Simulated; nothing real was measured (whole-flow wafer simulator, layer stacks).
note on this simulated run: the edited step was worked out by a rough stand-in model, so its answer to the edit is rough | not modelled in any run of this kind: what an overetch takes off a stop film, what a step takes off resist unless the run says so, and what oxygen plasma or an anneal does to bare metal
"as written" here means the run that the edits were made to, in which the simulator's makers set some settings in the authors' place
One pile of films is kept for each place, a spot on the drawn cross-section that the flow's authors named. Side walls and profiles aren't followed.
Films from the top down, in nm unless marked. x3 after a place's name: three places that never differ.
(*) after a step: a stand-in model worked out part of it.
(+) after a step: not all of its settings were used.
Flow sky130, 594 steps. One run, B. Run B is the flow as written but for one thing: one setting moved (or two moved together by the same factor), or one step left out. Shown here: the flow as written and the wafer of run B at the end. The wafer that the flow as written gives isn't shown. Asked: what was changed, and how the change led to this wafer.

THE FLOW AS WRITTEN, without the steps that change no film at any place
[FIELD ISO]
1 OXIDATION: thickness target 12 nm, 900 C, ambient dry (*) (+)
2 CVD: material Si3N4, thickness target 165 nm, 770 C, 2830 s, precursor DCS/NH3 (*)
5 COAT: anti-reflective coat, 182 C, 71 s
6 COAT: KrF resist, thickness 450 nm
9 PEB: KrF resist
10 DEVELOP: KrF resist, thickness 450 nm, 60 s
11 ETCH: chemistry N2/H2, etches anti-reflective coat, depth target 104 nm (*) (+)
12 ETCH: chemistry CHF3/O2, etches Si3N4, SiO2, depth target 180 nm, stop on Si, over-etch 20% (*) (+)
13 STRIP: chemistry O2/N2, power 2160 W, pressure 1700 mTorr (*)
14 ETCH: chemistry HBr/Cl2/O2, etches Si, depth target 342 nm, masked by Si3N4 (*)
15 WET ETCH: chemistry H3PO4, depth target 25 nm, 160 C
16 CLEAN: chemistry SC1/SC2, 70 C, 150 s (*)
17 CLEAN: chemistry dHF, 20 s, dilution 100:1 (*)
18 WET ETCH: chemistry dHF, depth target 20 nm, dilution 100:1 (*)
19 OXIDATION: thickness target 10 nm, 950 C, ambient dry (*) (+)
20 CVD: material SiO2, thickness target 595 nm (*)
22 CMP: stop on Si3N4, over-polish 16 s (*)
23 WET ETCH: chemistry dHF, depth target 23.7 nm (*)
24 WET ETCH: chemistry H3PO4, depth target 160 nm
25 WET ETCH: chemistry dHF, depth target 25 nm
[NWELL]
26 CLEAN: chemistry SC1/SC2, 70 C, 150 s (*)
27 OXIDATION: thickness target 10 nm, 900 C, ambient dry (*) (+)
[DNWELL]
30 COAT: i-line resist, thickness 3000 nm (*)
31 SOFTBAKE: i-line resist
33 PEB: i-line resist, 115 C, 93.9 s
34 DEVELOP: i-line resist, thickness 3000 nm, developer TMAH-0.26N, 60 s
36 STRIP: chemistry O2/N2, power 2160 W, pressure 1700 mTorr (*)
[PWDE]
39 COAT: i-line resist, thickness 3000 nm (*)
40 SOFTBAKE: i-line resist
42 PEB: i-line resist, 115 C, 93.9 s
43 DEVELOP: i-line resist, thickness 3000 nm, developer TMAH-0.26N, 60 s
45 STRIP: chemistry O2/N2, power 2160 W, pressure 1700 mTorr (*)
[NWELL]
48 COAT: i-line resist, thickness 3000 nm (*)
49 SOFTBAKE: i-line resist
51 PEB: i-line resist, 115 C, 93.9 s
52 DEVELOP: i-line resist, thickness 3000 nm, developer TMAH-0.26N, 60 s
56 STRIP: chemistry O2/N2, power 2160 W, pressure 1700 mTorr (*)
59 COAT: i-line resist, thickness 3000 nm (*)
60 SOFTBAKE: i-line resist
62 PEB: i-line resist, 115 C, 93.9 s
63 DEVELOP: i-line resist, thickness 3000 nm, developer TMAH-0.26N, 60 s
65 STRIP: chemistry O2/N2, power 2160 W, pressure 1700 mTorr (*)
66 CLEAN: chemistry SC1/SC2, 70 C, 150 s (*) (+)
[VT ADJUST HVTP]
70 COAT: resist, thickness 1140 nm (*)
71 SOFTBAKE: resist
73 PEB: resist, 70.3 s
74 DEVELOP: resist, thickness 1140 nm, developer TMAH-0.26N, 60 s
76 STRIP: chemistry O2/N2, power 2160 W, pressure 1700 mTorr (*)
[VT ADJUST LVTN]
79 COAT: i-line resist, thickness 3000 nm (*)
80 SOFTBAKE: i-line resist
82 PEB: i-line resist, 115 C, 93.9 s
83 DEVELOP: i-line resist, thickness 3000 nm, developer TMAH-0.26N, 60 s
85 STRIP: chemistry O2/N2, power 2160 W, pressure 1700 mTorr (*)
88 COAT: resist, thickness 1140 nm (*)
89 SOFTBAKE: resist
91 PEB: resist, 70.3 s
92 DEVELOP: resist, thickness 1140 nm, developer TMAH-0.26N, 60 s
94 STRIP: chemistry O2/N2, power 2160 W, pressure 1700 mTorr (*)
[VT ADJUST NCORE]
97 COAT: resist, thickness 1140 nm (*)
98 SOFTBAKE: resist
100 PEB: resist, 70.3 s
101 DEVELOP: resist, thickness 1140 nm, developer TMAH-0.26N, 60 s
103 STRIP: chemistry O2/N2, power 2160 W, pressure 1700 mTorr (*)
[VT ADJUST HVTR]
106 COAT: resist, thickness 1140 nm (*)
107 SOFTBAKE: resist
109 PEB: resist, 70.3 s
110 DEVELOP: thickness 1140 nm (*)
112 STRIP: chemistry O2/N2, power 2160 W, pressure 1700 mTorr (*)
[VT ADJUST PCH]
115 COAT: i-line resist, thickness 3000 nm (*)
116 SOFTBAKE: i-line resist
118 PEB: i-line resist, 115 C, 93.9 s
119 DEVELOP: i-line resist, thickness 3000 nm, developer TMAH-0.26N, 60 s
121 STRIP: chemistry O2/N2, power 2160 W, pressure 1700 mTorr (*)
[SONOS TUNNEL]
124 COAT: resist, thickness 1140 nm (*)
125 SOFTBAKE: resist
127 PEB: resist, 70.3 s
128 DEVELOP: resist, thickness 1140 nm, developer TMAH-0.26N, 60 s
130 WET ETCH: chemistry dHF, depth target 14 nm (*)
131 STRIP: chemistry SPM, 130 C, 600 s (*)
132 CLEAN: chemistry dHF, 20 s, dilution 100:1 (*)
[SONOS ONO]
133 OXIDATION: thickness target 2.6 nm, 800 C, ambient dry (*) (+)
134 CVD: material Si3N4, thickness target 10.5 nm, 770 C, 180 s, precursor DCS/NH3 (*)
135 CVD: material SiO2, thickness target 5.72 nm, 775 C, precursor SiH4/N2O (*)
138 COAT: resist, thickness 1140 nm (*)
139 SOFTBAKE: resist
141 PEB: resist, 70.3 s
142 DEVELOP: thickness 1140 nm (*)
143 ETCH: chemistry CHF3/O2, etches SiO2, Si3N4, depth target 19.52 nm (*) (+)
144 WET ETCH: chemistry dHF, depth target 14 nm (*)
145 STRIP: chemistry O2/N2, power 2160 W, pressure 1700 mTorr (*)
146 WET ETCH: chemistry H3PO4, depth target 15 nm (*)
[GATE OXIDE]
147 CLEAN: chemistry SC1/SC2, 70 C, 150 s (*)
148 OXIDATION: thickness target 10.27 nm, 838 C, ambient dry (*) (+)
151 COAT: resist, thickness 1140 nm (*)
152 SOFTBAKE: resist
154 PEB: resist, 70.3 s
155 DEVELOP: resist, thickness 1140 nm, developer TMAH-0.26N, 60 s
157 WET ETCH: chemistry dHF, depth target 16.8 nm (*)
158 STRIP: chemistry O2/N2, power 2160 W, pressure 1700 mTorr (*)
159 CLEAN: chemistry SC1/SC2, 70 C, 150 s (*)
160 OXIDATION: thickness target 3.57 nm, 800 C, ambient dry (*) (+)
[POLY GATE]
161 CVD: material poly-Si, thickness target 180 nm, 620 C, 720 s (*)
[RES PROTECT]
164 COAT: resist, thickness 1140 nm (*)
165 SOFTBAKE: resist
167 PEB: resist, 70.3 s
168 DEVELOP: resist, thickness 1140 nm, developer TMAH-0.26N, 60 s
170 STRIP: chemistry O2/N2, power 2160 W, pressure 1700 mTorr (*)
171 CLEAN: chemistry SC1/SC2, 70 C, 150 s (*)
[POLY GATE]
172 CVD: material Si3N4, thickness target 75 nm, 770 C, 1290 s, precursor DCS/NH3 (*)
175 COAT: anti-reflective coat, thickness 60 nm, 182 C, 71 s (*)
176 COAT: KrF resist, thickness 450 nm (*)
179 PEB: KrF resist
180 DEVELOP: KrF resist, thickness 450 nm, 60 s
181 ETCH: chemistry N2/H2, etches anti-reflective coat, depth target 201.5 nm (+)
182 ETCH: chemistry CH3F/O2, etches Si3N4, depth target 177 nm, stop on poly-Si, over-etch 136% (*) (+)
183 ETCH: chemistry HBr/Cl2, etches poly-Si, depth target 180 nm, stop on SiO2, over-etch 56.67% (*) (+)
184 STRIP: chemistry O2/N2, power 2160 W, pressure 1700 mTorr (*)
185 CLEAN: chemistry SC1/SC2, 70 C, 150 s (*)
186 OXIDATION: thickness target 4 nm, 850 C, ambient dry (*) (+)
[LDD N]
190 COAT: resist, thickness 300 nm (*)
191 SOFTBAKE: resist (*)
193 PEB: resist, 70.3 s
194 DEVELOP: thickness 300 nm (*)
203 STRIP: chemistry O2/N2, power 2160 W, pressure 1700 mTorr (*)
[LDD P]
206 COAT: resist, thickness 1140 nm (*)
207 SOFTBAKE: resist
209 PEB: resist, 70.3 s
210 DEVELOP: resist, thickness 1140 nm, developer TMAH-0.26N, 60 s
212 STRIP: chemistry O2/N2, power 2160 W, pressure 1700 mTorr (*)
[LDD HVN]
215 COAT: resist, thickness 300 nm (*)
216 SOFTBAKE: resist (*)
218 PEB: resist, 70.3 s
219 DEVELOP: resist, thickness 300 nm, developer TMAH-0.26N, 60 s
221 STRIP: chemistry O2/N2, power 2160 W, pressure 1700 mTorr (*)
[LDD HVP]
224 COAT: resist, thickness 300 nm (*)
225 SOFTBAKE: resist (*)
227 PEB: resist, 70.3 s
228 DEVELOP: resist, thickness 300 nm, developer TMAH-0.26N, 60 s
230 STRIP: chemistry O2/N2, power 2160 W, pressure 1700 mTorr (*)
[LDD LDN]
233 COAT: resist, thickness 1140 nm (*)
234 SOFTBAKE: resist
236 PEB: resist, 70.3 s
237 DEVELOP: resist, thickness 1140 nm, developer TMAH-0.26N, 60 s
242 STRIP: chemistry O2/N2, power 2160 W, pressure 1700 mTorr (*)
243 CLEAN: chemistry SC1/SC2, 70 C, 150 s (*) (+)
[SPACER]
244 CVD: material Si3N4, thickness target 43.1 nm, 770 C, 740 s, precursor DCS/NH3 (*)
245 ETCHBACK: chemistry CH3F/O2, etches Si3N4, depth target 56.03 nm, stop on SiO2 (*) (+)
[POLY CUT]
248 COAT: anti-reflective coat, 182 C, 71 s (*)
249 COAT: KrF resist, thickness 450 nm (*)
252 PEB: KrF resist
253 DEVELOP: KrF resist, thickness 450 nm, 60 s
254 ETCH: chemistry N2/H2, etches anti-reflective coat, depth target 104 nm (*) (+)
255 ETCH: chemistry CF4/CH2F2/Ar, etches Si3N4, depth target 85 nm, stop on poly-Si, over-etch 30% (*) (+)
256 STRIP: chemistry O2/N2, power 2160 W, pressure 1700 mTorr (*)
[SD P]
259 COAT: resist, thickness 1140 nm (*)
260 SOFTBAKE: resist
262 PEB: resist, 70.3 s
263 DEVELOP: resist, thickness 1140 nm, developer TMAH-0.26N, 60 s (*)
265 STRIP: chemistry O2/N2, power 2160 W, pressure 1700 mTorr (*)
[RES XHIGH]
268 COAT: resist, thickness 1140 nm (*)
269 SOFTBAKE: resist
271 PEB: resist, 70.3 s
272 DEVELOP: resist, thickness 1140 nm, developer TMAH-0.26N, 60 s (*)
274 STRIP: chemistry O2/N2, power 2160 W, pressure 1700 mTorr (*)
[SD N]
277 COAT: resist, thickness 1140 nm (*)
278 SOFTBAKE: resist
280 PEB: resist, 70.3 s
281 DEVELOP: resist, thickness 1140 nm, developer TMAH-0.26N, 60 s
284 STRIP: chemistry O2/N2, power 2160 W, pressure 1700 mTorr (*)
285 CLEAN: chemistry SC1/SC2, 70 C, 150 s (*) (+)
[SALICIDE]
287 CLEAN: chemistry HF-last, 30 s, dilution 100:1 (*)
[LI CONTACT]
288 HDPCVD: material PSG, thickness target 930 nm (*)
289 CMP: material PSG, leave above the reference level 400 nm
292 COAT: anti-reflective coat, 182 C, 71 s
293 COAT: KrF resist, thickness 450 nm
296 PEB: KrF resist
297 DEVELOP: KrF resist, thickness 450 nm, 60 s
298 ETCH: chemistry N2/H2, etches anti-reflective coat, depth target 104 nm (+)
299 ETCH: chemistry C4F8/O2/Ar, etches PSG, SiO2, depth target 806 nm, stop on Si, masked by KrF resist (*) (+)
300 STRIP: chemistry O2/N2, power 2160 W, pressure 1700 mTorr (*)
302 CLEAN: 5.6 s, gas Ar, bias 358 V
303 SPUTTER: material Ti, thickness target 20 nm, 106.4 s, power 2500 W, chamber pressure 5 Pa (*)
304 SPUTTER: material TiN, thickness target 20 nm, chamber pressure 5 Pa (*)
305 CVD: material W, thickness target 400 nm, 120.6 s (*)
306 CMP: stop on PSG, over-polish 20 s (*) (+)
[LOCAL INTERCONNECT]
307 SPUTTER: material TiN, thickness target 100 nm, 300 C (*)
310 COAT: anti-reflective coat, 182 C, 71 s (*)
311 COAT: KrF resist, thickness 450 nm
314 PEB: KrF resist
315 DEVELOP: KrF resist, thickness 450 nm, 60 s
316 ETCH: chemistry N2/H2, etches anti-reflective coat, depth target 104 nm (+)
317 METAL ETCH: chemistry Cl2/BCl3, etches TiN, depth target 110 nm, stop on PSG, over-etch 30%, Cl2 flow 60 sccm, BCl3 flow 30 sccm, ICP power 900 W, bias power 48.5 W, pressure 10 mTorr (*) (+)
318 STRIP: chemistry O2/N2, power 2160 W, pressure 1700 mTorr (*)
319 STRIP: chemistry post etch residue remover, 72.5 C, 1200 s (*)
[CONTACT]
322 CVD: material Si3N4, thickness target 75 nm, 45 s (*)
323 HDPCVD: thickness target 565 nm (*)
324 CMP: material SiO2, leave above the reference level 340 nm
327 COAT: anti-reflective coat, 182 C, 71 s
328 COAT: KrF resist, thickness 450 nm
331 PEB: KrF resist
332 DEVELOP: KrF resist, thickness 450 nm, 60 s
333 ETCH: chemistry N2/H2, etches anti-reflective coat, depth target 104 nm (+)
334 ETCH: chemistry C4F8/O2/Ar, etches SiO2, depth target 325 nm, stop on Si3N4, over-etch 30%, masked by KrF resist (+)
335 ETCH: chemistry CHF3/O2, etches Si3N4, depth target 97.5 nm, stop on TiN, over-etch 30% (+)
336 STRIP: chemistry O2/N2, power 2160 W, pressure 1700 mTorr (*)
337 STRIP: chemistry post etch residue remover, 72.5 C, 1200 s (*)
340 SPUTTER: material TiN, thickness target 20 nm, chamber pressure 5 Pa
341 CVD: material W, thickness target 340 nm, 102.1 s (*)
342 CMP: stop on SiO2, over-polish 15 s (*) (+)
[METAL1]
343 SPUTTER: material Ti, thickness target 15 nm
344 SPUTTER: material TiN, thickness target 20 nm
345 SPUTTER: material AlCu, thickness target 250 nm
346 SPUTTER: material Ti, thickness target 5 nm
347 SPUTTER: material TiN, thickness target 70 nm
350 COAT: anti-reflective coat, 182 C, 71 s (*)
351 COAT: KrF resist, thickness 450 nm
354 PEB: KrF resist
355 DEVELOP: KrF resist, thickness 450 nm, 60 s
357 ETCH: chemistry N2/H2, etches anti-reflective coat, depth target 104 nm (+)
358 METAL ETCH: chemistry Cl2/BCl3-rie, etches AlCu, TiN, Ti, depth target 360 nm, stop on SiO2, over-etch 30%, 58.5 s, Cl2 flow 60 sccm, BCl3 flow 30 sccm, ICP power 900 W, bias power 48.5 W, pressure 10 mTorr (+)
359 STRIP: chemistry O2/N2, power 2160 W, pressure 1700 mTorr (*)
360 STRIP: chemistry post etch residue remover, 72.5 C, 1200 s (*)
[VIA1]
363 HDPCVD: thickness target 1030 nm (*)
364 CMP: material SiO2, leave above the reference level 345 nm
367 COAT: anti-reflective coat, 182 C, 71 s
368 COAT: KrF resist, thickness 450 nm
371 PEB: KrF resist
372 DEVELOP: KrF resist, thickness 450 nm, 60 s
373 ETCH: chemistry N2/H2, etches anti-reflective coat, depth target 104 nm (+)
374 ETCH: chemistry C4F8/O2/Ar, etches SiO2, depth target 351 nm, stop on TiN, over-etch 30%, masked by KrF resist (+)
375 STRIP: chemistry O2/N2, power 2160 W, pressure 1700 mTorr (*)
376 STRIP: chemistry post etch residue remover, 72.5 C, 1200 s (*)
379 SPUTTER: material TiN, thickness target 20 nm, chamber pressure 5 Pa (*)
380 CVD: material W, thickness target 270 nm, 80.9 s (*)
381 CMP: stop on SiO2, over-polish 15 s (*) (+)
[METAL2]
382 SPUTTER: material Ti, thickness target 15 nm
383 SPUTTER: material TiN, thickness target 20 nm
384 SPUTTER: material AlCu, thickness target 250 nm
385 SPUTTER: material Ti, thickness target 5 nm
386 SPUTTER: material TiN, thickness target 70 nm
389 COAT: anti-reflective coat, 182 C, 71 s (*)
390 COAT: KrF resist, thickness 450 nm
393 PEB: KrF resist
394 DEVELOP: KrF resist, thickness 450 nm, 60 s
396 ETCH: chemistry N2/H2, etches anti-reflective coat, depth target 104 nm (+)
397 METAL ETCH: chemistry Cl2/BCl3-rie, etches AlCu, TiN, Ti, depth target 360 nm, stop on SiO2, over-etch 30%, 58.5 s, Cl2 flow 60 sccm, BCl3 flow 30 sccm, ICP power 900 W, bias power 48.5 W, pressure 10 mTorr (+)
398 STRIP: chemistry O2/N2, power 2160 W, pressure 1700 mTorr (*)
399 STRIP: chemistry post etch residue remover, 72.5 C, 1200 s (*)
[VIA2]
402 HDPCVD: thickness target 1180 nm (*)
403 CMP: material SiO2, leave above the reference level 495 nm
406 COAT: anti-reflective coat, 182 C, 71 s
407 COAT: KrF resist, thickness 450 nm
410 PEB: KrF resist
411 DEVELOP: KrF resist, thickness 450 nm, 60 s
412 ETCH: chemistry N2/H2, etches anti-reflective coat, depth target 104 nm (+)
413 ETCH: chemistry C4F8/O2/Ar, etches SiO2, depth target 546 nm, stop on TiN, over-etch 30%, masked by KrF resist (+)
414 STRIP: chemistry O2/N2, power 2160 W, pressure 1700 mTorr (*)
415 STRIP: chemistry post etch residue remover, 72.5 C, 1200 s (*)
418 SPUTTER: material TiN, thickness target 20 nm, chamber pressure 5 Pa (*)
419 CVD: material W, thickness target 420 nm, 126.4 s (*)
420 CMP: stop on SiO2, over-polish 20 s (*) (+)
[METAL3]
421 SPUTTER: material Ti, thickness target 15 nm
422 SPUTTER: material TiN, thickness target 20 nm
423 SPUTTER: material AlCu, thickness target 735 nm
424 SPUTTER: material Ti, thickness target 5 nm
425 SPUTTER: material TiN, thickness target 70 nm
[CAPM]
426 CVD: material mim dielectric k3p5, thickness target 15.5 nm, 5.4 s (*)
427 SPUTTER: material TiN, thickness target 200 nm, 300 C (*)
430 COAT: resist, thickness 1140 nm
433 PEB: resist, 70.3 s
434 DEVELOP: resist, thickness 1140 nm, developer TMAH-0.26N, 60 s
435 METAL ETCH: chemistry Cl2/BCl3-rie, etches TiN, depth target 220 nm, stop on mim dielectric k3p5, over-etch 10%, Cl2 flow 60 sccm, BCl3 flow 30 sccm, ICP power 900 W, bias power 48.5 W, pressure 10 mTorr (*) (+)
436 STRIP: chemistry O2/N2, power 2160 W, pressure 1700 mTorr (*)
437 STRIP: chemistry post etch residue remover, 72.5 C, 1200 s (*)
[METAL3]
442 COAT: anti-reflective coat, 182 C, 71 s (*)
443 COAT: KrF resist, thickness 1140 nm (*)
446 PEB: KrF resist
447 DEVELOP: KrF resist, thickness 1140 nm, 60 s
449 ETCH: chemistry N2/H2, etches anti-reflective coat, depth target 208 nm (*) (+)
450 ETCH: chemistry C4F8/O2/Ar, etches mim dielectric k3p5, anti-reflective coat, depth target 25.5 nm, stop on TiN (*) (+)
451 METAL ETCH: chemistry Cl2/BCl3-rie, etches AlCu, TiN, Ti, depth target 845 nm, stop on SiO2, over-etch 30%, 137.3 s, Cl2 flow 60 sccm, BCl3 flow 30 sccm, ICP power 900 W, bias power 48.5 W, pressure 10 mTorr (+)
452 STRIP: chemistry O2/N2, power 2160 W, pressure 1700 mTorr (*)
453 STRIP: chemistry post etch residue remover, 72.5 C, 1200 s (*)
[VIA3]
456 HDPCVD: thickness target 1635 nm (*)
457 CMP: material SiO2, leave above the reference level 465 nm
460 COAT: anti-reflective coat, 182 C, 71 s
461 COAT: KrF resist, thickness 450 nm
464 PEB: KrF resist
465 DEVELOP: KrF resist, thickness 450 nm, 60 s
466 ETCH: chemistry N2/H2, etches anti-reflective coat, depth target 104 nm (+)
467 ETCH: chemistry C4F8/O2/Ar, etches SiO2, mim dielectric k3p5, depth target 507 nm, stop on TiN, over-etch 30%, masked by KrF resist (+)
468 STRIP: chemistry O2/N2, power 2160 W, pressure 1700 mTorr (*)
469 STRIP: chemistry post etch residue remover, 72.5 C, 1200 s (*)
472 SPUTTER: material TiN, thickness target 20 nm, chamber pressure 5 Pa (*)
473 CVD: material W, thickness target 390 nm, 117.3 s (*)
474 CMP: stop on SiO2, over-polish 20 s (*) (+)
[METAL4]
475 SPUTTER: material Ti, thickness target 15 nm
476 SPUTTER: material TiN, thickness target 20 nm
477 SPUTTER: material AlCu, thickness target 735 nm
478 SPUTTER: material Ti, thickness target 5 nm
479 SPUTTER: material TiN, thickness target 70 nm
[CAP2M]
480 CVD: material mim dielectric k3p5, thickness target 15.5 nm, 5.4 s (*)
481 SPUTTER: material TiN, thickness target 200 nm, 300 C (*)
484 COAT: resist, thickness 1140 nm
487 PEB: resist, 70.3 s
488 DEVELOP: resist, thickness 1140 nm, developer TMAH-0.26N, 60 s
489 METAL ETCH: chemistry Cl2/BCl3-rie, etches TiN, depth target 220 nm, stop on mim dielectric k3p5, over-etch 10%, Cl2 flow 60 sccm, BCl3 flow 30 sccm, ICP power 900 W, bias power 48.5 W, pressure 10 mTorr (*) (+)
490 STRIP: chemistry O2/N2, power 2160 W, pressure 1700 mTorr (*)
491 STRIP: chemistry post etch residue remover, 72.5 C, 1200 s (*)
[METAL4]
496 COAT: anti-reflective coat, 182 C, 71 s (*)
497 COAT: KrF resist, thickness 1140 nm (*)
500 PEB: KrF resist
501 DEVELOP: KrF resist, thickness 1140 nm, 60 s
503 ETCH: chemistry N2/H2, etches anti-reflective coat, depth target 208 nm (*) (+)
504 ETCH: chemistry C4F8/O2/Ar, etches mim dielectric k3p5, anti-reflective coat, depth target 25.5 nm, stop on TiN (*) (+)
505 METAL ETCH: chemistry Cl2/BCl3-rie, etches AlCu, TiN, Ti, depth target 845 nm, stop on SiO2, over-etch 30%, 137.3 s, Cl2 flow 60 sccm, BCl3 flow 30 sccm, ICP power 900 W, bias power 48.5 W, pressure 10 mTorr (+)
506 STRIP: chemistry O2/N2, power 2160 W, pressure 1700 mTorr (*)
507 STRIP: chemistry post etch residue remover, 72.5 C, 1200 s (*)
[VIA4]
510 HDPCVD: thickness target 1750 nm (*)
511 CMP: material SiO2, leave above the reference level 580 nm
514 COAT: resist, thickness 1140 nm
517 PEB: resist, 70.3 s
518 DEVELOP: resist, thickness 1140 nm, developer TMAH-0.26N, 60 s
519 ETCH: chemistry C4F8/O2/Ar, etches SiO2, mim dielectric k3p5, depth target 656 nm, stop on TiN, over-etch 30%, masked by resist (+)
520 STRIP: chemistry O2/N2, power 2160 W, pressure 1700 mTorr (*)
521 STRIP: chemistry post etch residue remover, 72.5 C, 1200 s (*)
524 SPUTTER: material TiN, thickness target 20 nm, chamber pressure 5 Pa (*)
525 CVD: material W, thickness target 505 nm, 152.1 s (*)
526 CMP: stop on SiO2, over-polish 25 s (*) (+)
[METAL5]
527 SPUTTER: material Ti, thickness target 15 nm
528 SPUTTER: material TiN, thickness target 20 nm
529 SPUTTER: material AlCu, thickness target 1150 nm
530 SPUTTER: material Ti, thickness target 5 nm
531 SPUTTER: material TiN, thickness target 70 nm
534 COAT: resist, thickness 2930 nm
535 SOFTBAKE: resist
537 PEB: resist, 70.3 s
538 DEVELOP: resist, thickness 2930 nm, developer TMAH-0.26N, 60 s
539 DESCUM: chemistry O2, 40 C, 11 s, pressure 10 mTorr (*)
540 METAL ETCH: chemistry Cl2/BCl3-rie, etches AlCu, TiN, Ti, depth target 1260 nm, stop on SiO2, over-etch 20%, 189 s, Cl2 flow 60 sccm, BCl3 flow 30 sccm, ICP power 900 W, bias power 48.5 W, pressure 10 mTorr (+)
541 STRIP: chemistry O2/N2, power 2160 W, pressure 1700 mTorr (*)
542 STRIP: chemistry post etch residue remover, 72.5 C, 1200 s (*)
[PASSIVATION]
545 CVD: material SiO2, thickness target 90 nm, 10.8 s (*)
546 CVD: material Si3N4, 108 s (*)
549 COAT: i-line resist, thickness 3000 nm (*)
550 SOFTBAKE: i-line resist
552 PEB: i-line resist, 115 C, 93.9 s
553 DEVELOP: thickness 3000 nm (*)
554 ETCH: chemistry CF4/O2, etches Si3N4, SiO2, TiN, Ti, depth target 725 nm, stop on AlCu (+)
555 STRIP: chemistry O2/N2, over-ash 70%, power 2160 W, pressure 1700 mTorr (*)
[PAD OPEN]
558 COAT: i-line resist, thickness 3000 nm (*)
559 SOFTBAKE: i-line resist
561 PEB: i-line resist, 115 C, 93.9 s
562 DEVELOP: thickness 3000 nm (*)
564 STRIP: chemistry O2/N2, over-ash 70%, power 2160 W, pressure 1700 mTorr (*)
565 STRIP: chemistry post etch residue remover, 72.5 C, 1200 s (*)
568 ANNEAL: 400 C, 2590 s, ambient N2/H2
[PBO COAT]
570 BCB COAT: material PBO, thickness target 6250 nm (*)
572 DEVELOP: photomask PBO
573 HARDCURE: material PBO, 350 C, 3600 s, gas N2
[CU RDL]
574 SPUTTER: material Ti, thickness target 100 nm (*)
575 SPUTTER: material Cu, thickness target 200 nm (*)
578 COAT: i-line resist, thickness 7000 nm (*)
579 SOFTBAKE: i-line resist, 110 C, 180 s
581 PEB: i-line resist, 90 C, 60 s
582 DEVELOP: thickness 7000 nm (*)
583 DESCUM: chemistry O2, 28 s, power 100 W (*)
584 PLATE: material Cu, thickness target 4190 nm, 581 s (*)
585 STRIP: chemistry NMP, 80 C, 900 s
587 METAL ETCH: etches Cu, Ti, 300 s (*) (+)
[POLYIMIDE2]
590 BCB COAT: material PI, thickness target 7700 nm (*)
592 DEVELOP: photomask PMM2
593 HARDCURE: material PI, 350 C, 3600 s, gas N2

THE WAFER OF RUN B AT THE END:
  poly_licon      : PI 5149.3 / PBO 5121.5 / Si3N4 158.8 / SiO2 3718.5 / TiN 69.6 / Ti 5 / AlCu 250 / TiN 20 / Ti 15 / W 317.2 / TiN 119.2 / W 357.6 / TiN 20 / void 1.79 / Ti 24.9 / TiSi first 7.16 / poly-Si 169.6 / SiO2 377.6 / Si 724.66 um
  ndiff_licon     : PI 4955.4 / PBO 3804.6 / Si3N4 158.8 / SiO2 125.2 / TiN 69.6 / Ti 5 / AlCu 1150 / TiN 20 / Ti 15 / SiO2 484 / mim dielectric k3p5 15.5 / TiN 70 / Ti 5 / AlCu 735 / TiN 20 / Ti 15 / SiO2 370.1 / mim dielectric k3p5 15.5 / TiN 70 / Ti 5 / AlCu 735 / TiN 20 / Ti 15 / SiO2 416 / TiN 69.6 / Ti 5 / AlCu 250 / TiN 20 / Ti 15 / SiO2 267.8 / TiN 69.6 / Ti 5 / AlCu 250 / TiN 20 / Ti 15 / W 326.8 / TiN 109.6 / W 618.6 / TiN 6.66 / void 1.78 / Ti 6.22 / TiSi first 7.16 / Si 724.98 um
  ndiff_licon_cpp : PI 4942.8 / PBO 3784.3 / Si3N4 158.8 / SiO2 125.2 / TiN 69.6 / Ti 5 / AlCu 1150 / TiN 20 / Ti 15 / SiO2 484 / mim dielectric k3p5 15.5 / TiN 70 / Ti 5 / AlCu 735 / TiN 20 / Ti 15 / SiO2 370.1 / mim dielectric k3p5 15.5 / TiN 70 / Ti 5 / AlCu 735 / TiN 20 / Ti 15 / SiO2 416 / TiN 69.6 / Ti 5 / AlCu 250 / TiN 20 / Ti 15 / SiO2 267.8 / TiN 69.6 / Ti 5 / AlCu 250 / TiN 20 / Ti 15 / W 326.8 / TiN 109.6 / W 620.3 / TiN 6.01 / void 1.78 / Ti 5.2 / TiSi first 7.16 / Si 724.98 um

The cause: step 303, SPUTTER: 154.2 s was run, where the flow has 106.4 s.

How the change led to this, step by step:
  303 SPUTTER: material Ti, thickness target 20 nm, 106.4 s, power 2500 W, chamber pressure 5 Pa (*)
      field, active, n_well and 185 more: Ti +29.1 (new film) (as written it would be: Ti +20 (new film))
      ndiff_licon: Ti +10.4 (new film) (as written it would be: Ti +7.24 (new film))
      (and at 2 more places)
  306 CMP: stop on PSG, over-polish 20 s (*) (+)
      field, active, n_well and 184 more: W -400 (all of it), TiN -20 (all of it), Ti -29.1 (all of it), PSG -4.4 (as written it would be: W -400 (all of it), TiN -20 (all of it), Ti -20 (all of it), PSG -4.4)
      ndiff_licon, ndiff_licon_cpp, rpo_hd_licon: W -454 (as written it would be: W -444.9)
      (and at 1 more place)
